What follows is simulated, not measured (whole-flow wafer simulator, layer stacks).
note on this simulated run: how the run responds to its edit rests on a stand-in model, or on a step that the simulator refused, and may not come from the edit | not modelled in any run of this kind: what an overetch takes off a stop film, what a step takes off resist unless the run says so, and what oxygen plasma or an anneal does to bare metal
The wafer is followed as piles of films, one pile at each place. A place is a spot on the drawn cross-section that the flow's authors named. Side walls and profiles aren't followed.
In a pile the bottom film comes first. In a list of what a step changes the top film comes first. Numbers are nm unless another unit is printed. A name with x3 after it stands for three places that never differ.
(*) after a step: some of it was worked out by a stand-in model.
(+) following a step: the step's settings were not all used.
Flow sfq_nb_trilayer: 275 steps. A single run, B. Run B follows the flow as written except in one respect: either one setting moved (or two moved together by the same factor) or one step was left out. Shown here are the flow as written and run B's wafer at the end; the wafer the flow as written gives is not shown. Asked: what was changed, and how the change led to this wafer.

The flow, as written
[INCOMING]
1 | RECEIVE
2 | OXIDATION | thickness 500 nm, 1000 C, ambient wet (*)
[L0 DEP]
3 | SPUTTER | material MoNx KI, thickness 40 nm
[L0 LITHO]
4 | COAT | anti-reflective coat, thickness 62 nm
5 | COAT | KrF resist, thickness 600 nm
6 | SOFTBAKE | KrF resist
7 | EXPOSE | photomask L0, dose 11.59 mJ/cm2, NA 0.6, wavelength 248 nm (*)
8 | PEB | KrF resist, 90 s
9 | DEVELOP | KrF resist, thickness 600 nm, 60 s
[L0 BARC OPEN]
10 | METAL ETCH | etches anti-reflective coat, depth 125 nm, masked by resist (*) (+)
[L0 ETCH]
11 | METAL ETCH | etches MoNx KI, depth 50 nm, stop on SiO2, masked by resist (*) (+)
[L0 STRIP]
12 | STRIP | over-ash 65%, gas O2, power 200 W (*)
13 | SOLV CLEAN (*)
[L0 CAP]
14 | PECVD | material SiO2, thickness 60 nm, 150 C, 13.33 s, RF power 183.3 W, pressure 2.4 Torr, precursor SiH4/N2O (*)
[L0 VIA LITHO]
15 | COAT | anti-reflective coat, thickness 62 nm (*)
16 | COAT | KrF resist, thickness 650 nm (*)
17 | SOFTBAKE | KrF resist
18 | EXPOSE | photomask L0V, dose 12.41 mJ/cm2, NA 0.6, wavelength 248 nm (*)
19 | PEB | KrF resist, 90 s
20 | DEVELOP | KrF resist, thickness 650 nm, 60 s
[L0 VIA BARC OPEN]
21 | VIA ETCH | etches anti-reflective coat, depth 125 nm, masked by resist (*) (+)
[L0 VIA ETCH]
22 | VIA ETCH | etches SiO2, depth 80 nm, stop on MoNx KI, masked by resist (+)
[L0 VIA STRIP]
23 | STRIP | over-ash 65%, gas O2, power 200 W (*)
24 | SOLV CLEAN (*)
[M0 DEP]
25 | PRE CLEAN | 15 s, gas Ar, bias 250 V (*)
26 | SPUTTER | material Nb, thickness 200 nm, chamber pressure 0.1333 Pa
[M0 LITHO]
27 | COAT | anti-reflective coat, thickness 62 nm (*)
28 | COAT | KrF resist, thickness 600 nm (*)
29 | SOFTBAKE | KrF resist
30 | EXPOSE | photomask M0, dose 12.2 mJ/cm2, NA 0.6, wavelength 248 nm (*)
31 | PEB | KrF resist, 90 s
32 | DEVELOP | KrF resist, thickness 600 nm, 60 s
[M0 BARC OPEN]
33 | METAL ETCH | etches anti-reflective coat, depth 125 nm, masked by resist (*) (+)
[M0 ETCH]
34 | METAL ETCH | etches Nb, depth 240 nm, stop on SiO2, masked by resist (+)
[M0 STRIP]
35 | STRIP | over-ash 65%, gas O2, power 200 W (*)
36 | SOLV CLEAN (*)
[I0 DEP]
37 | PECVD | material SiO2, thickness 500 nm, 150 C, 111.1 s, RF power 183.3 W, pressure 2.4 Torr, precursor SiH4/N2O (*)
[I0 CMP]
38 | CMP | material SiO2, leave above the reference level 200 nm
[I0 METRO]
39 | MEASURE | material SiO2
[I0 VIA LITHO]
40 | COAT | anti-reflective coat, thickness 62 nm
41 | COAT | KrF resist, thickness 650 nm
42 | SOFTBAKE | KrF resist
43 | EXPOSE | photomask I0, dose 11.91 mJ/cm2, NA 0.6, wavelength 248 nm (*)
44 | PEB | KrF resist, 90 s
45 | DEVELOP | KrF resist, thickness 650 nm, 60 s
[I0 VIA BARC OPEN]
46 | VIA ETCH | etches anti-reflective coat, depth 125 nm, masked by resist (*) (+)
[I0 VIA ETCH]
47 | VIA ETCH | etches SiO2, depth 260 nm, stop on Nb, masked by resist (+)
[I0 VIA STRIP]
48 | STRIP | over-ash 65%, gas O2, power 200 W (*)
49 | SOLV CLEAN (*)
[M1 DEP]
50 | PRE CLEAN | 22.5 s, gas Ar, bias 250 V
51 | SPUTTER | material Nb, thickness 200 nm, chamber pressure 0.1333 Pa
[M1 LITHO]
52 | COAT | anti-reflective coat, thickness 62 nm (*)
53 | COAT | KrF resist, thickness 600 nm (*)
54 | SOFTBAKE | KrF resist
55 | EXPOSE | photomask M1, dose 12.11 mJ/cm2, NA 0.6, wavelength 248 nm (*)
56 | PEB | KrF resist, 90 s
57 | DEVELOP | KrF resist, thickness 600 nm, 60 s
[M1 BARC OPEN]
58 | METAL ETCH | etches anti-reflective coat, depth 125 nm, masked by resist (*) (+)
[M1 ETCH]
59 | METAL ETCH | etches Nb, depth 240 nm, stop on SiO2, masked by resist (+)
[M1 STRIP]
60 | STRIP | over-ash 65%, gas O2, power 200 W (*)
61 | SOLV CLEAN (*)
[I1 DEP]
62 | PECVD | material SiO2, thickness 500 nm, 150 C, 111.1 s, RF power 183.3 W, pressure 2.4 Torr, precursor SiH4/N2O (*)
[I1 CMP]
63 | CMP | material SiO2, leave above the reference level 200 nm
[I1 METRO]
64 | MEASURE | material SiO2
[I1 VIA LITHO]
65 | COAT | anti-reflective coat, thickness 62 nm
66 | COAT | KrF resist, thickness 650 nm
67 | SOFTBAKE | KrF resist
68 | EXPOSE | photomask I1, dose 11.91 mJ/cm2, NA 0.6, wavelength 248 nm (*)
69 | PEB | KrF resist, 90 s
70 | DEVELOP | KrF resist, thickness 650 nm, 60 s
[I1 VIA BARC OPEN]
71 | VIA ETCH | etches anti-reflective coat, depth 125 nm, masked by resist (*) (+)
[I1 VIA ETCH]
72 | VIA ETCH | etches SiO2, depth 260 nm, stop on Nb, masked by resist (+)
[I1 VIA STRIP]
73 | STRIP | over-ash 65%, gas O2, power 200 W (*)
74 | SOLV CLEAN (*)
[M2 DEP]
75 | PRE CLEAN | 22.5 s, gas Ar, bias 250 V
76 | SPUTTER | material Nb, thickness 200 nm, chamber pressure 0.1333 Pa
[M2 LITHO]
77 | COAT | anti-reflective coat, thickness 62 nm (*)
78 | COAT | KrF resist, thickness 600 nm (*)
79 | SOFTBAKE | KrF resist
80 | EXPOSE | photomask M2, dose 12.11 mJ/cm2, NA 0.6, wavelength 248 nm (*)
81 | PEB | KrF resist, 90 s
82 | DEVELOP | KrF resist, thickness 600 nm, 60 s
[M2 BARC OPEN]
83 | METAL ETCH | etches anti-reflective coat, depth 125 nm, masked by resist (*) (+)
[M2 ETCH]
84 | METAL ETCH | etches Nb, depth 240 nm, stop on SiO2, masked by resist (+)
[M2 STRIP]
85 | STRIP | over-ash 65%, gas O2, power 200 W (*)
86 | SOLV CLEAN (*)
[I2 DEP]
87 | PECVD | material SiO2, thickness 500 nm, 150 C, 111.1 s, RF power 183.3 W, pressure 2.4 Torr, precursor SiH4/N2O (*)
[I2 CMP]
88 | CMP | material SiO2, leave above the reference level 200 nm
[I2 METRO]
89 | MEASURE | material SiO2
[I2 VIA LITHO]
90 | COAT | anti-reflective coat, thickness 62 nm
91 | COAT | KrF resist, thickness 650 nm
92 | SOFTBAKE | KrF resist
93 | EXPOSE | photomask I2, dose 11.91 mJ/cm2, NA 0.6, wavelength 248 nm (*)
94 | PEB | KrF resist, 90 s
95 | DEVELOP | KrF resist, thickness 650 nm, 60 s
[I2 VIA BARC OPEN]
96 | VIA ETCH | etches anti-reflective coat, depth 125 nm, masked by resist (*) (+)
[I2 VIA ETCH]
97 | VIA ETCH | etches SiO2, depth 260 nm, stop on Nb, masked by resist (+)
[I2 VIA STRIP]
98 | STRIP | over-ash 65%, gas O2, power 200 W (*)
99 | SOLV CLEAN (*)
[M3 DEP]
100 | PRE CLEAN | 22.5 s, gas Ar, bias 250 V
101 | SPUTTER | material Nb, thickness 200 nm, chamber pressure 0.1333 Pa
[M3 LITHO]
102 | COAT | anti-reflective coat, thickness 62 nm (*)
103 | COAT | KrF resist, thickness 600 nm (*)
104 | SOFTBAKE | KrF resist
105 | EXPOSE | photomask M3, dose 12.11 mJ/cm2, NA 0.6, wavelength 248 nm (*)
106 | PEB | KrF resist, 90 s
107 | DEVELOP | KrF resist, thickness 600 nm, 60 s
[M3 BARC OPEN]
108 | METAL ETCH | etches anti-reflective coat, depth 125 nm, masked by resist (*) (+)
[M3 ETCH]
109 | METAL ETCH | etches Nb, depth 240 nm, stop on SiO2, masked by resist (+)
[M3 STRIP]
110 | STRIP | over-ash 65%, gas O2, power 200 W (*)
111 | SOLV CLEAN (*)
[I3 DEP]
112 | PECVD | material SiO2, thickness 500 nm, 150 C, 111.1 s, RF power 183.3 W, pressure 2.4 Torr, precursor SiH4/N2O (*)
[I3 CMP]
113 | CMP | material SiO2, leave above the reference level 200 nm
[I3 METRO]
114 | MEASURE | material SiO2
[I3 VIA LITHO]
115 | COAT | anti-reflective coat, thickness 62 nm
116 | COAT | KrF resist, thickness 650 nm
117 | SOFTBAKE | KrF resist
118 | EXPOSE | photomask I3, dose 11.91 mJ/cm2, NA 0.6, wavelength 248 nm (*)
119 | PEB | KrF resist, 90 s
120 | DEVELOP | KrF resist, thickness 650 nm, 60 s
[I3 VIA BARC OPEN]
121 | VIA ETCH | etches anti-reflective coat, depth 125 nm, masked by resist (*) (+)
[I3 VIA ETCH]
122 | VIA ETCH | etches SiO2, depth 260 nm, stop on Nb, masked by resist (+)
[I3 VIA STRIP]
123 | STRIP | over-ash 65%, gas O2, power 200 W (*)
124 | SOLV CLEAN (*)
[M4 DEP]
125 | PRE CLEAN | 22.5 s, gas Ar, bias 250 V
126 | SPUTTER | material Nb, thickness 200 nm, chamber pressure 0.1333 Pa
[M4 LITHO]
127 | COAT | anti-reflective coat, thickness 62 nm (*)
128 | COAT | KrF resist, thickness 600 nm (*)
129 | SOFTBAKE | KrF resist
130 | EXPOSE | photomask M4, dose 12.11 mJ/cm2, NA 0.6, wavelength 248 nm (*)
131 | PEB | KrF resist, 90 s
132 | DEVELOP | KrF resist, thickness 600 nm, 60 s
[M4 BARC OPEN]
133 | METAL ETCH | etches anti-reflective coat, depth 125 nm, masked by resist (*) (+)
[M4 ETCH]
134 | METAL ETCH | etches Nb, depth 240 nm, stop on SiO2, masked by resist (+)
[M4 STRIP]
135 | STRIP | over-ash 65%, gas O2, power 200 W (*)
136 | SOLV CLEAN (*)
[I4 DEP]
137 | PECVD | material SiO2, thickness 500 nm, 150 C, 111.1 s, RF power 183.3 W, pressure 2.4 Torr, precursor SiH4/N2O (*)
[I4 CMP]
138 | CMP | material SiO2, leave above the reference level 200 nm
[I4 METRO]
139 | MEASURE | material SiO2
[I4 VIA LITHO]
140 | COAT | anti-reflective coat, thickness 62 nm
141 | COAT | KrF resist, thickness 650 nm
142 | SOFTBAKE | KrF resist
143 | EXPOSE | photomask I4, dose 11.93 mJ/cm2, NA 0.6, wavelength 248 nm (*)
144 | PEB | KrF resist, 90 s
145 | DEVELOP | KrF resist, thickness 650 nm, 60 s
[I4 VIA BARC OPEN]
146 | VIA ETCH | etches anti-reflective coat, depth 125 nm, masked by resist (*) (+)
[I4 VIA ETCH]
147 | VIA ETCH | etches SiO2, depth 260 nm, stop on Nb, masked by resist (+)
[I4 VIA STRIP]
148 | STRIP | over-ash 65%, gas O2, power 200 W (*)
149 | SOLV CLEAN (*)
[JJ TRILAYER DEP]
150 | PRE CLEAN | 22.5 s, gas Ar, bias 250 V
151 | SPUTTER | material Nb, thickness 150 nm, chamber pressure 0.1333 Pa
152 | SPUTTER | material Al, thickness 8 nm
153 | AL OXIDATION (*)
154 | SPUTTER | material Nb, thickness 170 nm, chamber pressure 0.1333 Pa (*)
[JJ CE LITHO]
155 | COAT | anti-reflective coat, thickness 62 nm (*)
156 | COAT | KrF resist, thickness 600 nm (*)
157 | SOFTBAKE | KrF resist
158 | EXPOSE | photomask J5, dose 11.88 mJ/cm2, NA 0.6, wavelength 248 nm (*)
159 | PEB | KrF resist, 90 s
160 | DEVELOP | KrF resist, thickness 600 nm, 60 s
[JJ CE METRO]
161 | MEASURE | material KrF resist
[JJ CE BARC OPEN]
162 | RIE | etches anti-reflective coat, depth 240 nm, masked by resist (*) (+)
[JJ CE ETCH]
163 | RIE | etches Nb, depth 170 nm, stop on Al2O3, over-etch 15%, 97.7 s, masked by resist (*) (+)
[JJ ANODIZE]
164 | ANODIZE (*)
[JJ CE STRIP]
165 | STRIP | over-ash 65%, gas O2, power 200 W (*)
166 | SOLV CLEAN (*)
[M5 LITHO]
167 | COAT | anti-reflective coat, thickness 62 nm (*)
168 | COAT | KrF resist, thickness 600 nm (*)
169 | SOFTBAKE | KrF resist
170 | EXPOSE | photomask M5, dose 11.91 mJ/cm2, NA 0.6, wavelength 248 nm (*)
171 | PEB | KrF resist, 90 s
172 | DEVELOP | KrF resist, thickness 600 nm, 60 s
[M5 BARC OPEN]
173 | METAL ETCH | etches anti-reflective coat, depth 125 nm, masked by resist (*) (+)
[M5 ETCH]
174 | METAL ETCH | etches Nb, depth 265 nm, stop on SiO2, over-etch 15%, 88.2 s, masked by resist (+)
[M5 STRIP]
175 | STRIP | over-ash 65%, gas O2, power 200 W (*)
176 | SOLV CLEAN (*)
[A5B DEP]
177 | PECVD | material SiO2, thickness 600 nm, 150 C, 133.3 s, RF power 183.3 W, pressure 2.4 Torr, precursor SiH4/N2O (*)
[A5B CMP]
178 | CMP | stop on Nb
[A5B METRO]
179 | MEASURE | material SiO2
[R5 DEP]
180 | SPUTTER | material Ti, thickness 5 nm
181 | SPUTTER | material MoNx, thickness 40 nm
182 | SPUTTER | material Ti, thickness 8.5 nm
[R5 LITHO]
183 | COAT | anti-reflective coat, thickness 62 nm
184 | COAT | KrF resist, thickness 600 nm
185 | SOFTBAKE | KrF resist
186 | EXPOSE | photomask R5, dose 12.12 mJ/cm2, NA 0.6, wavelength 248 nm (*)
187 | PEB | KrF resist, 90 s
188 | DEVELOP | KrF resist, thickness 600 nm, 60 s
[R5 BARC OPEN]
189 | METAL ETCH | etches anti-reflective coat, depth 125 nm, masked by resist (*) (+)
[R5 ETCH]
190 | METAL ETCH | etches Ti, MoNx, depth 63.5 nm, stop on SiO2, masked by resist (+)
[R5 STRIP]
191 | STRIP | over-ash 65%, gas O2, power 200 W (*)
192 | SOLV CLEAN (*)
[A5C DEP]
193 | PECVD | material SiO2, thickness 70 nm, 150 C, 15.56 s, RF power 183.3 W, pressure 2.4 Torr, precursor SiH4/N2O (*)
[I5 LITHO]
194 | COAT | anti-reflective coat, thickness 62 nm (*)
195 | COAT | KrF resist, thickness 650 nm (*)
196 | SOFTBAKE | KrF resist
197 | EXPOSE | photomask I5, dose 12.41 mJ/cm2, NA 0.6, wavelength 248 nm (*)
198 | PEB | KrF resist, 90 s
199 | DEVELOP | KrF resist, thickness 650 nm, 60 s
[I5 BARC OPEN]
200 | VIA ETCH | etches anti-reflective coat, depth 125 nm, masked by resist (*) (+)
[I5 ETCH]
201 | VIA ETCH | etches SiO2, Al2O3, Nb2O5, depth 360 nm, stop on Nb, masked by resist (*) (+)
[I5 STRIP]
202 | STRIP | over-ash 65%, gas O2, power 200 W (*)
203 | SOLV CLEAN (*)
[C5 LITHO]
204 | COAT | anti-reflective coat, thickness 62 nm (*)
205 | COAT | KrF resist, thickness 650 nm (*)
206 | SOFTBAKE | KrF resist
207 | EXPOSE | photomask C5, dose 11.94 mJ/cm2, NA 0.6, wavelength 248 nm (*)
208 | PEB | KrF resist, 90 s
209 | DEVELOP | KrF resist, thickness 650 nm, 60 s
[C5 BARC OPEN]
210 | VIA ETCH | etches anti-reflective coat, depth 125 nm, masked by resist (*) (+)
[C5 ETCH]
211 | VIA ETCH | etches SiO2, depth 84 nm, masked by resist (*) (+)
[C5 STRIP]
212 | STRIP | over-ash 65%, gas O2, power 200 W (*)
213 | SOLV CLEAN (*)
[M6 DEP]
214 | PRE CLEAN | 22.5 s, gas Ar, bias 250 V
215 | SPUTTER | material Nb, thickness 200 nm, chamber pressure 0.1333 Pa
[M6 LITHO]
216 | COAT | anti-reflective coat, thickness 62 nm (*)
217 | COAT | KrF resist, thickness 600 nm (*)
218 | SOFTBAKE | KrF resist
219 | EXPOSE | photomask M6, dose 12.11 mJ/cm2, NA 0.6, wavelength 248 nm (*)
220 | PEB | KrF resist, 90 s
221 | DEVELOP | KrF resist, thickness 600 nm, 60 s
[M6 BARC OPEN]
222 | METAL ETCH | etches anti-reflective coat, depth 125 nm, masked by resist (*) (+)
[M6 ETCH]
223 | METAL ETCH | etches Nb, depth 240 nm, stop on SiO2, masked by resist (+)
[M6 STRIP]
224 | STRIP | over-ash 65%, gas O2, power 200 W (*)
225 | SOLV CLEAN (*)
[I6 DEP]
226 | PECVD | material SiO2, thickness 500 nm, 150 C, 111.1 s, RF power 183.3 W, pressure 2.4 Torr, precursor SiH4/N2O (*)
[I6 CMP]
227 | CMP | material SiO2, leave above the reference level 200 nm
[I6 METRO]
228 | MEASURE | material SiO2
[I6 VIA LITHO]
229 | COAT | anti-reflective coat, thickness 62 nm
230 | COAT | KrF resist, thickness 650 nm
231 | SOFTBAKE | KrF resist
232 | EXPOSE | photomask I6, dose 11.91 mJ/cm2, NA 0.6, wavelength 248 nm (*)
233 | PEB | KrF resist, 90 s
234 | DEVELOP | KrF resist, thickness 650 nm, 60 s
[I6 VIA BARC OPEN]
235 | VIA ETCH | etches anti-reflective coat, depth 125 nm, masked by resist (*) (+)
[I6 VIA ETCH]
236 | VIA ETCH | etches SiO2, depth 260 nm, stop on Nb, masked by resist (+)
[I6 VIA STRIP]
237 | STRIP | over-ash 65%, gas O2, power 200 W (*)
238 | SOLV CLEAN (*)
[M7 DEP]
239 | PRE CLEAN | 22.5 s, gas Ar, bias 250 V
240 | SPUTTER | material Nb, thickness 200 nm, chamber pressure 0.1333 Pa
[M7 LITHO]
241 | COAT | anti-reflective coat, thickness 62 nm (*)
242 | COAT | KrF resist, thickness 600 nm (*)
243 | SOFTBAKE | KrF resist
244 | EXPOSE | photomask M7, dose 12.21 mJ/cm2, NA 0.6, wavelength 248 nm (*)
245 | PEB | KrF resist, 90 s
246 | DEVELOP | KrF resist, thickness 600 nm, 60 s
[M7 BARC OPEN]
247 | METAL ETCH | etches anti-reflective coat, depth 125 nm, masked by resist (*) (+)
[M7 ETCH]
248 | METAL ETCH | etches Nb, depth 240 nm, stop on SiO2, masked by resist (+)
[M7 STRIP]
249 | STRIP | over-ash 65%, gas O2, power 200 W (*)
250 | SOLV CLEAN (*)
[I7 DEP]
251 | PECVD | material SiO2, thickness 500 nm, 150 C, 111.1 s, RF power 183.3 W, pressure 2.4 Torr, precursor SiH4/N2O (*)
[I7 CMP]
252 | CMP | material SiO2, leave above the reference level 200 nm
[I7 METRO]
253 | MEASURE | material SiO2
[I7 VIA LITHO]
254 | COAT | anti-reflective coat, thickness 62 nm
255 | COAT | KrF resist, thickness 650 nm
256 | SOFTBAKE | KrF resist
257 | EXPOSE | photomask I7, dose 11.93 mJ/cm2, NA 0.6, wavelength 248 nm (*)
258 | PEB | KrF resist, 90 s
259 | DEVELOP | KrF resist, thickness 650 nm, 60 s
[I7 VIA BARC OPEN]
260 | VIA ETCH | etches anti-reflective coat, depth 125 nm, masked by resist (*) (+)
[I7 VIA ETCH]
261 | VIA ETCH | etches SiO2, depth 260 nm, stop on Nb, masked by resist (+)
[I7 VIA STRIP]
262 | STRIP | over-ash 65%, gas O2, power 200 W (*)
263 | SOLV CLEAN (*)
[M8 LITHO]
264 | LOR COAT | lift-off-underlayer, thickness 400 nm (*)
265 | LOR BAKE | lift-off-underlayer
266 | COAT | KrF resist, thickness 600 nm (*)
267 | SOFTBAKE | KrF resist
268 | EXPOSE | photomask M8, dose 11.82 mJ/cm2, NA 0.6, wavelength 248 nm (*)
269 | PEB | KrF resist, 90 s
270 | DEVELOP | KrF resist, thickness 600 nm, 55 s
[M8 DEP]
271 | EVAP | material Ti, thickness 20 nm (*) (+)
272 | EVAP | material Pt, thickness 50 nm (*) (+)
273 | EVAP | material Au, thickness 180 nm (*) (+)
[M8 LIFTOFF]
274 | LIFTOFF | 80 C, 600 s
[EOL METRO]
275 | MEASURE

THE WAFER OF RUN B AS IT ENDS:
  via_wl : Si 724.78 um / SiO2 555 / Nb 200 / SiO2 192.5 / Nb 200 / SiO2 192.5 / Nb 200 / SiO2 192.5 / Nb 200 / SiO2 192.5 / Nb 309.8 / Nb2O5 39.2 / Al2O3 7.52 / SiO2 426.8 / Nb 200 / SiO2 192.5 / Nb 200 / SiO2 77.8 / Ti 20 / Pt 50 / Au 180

Cause: step 261, VIA ETCH: depth 122 nm was run, though the flow has depth 260 nm.

The path from the change to this, step by step:
  261 | VIA ETCH | etches SiO2, depth 260 nm, stop on Nb, masked by resist (+)
      via_wl, via_w, via_wr: SiO2 loses 122 (in the flow as written it would be: SiO2 loses 199.8 (all of it))
      field_l, v_sur, via_sp and 100 more: KrF resist loses 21 (in the flow as written it would be: KrF resist loses 44.8)
  262 | STRIP | over-ash 65%, gas O2, power 200 W (*)
      field_l, v_sur, via_sp and 100 more: KrF resist loses 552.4 (all of it), anti-reflective coat loses 62 (all of it) (in the flow as written it would be: KrF resist loses 528.6 (all of it), anti-reflective coat loses 62 (all of it))
  264 | LOR COAT | lift-off-underlayer, thickness 400 nm (*)
      via_wl, via_wr: lift-off-underlayer gains 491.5 (new film) (in the flow as written it would be: lift-off-underlayer gains 549.8 (new film))
      v_sur: lift-off-underlayer gains 381.3 (new film) (in the flow as written it would be: lift-off-underlayer gains 369.4 (new film))
      (as well as at 2 more places)
  266 | COAT | KrF resist, thickness 600 nm (*)
      via_w: KrF resist gains 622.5 (new film) (in the flow as written it would be: KrF resist gains 636.8 (new film))
  270 | DEVELOP | KrF resist, thickness 600 nm, 55 s
      v_sur: KrF resist loses 604 (all of it), lift-off-underlayer loses 381.3 (all of it) (in the flow as written it would be: KrF resist loses 607.3 (all of it), lift-off-underlayer loses 369.4 (all of it))
      via_wl: KrF resist loses 614.1 (all of it), lift-off-underlayer loses 491.5 (all of it) (in the flow as written it would be: KrF resist loses 623.9 (all of it), lift-off-underlayer loses 549.8 (all of it))
      (as well as at 3 more places)
Taking metal films that touch as one body, via_wl has 8 bodies (between them, from the top down: SiO2 77.8; SiO2 192.5; SiO2 426.8 / Al2O3 7.52 / Nb2O5 39.2; SiO2 192.5; SiO2 192.5; SiO2 192.5; SiO2 192.5); the flow as written gives 7 bodies (between them, from the top down: SiO2 192.5; SiO2 426.8 / Al2O3 7.52 / Nb2O5 39.2; SiO2 192.5; SiO2 192.5; SiO2 192.5; SiO2 192.5).
